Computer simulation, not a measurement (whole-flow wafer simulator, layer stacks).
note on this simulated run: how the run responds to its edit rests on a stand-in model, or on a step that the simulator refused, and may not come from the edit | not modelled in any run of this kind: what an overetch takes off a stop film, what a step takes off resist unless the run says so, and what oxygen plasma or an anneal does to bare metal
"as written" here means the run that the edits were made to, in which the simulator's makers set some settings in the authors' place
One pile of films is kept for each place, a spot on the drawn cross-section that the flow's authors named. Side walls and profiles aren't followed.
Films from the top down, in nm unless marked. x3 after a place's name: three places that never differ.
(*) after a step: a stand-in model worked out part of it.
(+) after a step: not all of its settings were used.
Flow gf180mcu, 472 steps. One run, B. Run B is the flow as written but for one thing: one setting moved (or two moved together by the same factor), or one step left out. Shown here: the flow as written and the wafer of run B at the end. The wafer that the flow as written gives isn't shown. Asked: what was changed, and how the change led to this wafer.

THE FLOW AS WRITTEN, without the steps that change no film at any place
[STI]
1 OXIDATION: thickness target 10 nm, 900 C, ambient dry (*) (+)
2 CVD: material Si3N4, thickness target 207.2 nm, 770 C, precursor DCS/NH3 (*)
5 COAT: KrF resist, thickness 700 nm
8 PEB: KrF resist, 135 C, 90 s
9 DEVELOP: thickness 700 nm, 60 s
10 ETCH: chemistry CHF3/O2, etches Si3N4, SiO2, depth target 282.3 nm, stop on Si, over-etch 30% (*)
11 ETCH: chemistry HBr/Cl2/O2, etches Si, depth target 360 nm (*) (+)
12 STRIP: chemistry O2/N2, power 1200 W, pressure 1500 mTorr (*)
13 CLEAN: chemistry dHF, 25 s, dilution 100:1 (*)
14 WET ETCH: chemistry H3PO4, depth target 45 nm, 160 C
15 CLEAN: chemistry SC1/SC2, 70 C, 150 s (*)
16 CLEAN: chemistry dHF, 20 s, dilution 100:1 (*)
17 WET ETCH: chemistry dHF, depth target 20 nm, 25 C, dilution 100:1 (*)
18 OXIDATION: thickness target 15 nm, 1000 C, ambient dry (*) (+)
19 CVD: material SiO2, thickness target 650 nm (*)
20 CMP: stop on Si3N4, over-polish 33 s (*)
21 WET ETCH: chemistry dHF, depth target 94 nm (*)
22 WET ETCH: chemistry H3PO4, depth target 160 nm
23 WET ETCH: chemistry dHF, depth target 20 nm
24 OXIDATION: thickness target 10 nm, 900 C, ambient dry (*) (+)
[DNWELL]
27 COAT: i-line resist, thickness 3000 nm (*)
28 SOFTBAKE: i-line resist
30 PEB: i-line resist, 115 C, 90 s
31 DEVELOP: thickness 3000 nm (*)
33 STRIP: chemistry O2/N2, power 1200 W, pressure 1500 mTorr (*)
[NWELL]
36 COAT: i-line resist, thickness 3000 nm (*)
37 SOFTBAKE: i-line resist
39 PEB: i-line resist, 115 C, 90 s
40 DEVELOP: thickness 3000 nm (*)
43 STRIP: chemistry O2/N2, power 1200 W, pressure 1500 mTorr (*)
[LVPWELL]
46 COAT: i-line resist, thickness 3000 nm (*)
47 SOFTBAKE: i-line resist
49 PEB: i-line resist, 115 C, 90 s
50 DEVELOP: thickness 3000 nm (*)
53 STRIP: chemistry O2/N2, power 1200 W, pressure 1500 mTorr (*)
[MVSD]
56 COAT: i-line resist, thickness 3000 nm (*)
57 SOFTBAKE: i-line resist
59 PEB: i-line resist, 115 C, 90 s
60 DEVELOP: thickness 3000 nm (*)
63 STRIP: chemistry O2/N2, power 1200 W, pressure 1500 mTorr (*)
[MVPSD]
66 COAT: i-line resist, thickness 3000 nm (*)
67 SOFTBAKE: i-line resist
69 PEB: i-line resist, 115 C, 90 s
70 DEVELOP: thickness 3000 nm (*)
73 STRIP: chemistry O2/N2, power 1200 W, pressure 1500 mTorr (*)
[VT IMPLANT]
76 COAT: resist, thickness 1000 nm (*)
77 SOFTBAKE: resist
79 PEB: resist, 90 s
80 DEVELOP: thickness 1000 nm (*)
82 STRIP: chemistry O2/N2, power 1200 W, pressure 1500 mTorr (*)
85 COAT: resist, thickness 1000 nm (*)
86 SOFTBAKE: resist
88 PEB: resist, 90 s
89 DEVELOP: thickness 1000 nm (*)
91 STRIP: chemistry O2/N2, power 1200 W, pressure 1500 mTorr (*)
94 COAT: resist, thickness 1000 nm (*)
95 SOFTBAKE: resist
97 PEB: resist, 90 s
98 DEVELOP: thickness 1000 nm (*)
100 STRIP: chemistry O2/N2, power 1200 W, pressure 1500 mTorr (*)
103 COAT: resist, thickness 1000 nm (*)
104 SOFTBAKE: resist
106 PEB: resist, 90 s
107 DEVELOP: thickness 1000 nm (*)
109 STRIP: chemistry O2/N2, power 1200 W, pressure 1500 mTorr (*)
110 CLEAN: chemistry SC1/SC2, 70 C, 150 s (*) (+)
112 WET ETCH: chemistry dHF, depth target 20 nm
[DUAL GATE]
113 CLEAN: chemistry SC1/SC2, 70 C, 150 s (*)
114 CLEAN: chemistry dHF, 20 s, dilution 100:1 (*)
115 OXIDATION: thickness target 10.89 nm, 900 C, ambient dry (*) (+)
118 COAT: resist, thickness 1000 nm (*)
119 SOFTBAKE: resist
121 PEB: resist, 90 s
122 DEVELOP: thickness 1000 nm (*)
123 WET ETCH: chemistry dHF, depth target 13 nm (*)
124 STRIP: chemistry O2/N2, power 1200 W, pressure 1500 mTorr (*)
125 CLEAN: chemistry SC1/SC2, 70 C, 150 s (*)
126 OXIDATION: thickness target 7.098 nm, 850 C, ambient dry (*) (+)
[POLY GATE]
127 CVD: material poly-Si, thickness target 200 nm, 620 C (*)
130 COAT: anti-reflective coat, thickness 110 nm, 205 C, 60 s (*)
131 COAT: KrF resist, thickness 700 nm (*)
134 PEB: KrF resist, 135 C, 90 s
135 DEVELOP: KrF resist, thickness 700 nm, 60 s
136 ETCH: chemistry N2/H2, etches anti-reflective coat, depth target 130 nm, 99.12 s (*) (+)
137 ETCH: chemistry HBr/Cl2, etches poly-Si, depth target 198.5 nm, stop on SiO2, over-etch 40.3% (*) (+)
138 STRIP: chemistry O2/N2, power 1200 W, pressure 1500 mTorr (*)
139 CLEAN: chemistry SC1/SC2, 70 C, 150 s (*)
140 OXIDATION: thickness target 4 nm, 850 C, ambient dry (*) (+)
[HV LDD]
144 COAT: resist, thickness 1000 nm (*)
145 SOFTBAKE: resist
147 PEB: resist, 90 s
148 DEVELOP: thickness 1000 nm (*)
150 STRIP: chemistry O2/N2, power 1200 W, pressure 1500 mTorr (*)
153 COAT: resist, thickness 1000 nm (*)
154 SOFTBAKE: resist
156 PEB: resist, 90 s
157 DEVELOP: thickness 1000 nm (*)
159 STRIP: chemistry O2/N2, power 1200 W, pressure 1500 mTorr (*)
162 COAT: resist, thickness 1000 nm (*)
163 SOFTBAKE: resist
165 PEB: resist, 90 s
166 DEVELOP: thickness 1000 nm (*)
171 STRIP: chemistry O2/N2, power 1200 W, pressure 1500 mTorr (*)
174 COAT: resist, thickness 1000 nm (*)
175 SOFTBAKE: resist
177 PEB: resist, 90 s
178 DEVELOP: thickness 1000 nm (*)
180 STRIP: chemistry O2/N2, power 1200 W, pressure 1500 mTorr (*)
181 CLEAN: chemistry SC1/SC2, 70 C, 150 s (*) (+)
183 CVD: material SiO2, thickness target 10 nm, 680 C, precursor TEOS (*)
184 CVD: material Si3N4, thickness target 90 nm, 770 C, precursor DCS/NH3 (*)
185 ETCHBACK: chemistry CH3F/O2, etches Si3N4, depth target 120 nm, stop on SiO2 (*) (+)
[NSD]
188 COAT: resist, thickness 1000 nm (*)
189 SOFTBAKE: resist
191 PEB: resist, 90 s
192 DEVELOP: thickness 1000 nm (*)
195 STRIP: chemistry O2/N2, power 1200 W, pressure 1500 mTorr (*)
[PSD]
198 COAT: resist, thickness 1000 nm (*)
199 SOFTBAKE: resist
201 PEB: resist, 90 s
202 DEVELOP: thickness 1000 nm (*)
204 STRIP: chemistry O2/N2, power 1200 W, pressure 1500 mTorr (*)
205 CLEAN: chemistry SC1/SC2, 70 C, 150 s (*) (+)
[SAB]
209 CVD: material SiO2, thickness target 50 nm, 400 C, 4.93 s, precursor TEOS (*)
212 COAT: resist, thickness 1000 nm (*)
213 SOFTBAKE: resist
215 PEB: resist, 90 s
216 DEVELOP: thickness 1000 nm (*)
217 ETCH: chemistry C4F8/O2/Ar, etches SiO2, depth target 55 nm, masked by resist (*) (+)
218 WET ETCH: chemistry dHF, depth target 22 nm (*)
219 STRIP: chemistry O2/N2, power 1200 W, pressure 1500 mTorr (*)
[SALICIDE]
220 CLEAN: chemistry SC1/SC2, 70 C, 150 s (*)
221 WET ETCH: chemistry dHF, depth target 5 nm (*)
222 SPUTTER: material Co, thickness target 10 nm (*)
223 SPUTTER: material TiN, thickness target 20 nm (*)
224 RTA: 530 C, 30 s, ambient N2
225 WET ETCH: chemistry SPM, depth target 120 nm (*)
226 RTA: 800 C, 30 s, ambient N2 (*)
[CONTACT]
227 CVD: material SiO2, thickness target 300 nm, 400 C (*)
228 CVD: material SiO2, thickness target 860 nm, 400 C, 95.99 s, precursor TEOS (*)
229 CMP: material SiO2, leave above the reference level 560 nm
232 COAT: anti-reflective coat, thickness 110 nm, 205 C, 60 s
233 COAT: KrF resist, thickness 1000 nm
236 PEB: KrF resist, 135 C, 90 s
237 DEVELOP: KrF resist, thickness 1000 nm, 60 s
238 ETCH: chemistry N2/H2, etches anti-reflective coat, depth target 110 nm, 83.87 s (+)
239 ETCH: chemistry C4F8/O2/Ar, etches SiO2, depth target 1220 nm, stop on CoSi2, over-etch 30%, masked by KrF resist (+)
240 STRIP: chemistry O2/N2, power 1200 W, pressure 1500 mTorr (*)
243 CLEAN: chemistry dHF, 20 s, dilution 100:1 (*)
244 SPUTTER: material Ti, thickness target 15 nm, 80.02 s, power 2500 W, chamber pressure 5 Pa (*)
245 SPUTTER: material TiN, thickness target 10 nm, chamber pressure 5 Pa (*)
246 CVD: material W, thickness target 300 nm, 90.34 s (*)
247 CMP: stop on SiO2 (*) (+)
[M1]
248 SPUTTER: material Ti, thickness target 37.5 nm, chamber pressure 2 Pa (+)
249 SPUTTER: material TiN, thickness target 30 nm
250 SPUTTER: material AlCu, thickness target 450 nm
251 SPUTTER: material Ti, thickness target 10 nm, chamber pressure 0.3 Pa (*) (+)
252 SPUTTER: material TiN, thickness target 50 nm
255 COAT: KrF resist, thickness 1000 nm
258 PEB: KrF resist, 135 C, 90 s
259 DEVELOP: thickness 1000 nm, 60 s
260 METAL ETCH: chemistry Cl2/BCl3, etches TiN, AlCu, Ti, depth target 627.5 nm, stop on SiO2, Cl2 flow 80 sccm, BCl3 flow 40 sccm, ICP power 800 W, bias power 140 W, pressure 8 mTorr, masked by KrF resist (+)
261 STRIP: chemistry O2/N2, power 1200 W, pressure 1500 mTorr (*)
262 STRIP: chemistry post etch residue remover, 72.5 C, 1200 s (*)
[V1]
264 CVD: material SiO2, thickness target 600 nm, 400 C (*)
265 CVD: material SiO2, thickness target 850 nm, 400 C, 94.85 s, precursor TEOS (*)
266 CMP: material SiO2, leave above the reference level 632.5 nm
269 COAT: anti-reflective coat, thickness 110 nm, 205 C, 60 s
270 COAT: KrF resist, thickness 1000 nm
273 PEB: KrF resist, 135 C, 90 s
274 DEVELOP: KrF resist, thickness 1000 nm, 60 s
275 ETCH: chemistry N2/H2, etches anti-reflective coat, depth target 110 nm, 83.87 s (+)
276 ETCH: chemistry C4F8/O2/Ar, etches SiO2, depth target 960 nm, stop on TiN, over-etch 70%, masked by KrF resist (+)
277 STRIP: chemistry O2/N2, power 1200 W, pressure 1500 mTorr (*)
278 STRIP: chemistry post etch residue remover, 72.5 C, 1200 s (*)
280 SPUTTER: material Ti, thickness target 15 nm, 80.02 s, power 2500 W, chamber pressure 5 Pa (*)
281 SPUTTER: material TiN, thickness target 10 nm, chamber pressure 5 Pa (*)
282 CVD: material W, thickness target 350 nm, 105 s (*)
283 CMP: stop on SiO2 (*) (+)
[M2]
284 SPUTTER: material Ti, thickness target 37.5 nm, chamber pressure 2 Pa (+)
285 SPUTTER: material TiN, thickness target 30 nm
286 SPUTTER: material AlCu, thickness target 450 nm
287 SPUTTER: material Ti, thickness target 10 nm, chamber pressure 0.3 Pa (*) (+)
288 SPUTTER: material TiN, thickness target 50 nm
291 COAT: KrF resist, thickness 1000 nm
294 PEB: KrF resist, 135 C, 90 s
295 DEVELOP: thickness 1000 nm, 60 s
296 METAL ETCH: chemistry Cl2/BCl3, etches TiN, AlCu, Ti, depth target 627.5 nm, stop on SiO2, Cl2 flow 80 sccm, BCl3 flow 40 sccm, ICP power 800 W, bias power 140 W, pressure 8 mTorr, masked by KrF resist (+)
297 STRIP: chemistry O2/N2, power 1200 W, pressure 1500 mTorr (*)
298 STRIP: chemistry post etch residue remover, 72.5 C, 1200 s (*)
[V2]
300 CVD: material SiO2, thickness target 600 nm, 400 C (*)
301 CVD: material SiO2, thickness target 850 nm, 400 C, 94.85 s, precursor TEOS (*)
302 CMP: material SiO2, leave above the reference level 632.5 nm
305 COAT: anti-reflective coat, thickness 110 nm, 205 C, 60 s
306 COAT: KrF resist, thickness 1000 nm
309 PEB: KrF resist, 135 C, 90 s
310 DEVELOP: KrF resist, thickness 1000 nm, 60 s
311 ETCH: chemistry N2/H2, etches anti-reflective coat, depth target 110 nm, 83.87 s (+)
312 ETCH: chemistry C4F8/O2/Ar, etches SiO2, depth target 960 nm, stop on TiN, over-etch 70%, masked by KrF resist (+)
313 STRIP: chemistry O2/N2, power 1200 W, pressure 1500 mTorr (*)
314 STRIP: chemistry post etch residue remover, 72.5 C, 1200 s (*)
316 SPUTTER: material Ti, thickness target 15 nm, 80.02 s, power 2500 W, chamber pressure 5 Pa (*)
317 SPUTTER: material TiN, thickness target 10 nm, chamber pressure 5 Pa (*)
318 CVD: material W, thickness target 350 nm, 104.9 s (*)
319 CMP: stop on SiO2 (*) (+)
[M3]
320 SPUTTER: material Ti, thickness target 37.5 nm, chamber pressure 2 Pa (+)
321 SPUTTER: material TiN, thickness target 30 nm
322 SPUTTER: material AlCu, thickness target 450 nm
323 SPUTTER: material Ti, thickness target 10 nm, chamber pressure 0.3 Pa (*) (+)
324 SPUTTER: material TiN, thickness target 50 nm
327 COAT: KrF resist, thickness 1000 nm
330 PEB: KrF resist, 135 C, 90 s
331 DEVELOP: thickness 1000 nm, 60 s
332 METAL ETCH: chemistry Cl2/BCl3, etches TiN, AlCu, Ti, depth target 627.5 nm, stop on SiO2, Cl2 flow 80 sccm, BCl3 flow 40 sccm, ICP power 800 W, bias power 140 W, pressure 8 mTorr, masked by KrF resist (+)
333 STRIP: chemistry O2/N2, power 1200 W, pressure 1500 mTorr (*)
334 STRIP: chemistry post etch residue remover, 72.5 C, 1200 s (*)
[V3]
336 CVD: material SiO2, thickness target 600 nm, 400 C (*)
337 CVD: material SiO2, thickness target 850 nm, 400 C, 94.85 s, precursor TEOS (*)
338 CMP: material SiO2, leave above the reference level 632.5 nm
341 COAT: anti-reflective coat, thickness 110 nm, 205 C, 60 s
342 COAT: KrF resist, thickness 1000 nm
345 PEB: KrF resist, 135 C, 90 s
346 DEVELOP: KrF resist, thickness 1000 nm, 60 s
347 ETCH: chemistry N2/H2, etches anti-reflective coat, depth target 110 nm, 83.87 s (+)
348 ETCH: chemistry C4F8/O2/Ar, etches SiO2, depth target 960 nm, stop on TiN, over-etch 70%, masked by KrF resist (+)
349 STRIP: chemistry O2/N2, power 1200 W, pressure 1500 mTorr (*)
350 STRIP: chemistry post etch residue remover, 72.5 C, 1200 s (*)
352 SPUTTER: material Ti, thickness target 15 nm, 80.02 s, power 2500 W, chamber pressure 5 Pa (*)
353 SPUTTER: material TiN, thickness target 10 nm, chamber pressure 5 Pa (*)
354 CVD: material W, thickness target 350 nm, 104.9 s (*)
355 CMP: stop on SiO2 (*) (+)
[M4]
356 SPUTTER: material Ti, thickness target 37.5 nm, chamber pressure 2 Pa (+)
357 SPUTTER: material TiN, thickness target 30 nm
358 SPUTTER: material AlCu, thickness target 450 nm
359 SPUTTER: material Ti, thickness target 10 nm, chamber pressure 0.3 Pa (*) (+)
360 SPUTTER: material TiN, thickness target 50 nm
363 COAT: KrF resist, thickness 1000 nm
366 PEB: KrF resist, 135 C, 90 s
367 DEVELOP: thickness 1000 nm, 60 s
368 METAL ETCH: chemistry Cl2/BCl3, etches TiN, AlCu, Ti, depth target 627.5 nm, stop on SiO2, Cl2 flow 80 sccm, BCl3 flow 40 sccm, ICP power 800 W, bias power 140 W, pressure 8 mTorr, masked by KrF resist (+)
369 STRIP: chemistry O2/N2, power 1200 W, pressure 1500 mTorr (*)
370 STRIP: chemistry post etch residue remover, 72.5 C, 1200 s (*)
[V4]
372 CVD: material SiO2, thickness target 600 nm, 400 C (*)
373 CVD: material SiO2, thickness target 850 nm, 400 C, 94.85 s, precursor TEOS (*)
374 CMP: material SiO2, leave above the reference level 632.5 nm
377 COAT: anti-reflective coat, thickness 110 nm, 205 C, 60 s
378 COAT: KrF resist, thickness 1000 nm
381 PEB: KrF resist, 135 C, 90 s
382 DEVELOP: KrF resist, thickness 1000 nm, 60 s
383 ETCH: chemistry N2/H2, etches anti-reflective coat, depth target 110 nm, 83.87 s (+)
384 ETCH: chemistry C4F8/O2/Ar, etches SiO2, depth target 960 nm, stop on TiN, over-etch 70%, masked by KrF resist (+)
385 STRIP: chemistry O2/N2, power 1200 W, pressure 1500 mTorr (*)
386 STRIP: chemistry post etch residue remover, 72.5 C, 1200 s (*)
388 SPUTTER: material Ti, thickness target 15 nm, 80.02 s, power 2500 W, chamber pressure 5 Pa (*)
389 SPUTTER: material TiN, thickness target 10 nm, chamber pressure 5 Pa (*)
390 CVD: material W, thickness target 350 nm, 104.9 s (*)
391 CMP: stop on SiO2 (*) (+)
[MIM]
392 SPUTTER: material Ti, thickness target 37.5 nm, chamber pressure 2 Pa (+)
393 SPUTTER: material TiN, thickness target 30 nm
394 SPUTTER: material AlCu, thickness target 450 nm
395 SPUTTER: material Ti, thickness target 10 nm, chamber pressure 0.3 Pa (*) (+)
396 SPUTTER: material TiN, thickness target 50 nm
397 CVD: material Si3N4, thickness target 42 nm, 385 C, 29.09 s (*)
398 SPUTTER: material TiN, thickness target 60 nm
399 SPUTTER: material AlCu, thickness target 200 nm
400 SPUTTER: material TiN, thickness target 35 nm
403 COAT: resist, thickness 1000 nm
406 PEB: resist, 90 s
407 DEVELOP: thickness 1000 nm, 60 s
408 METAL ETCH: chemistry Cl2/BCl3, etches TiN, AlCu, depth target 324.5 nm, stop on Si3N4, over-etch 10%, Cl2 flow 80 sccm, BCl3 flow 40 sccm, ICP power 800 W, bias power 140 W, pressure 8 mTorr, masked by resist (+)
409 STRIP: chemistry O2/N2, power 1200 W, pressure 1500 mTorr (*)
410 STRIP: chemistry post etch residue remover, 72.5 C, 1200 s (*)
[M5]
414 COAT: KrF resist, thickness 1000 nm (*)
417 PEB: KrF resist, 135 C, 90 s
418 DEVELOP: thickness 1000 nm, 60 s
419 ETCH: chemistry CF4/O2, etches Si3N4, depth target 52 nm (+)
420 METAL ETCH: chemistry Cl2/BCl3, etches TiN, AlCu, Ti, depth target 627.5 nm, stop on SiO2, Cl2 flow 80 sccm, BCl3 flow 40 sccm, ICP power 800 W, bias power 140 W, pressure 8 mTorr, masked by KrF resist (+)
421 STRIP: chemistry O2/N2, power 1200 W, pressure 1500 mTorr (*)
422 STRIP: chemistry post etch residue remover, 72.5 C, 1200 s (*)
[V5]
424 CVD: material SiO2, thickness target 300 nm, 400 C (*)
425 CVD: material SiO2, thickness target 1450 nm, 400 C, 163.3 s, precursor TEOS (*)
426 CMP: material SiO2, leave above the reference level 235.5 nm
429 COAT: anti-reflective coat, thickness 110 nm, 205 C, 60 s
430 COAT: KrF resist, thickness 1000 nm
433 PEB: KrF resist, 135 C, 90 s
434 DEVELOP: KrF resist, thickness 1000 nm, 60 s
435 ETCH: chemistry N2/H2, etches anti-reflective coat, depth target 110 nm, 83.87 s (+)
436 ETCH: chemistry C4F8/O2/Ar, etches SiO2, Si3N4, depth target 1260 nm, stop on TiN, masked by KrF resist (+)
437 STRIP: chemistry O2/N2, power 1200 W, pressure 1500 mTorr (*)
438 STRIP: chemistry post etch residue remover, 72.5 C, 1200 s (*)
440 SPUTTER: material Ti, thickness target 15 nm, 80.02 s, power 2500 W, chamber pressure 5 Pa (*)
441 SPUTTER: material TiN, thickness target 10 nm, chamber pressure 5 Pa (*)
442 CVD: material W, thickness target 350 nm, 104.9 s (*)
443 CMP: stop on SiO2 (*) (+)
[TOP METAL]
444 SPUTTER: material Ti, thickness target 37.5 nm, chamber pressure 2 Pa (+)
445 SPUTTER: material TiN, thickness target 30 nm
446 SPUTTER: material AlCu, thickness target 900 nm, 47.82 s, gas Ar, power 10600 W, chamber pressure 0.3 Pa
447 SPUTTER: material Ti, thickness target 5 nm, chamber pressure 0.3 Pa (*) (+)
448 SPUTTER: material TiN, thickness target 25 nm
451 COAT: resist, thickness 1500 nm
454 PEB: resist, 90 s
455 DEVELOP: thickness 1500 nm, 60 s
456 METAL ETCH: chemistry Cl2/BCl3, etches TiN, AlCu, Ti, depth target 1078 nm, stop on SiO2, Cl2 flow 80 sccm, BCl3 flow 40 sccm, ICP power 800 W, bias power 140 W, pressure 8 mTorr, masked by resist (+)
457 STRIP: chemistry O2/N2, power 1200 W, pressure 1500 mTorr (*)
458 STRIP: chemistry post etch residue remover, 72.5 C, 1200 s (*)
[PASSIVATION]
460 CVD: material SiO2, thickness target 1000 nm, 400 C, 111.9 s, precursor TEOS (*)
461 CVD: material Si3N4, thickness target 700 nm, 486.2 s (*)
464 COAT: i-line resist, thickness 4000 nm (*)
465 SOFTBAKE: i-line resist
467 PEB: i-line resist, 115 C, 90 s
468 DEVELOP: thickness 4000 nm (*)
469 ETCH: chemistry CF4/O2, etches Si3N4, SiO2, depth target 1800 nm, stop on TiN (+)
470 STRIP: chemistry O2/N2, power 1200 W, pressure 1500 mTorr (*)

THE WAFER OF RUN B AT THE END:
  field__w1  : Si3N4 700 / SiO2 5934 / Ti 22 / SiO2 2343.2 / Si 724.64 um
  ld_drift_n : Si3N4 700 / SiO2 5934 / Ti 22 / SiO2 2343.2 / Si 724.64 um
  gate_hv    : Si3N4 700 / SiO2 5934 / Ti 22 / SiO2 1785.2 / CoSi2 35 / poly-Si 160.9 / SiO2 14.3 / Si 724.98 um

The cause: step 286, SPUTTER: thickness target 522 nm was run, where the flow has thickness target 450 nm.

How the change led to this, step by step:
  286 SPUTTER: material AlCu, thickness target 450 nm
      field, field__w1, field__w2 and 108 more: AlCu +522 (new film) (as written it would be: AlCu +450 (new film))
  296 METAL ETCH: chemistry Cl2/BCl3, etches TiN, AlCu, Ti, depth target 627.5 nm, stop on SiO2, Cl2 flow 80 sccm, BCl3 flow 40 sccm, ICP power 800 W, bias power 140 W, pressure 8 mTorr, masked by KrF resist (+)
      field, field__w1, field__w2 and 103 more: TiN -50 (all of it), Ti -10 (all of it), AlCu -522 (all of it), TiN -30 (all of it), Ti -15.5 (as written it would be: TiN -50 (all of it), Ti -10 (all of it), AlCu -450 (all of it), TiN -30 (all of it), Ti -37.5 (all of it))
  300 CVD: material SiO2, thickness target 600 nm, 400 C (*)
      field, field__w1, field__w2 and 103 more: SiO2 +600 (new film) (as written it would be: SiO2 +600)
  302 CMP: material SiO2, leave above the reference level 632.5 nm
      field, field__w1, field__w2 and 103 more: SiO2 -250 (as written it would be: SiO2 -300)
Counting metal films that touch as one body, field__w1 has 1 body; the flow as written gives 0 bodies.
Counting metal films that touch as one body, ld_drift_n has 1 body; the flow as written gives 0 bodies.
Counting metal films that touch as one body, gate_hv has 2 bodies (between them, from the top down: SiO2 1785.2); the flow as written gives 1 body.
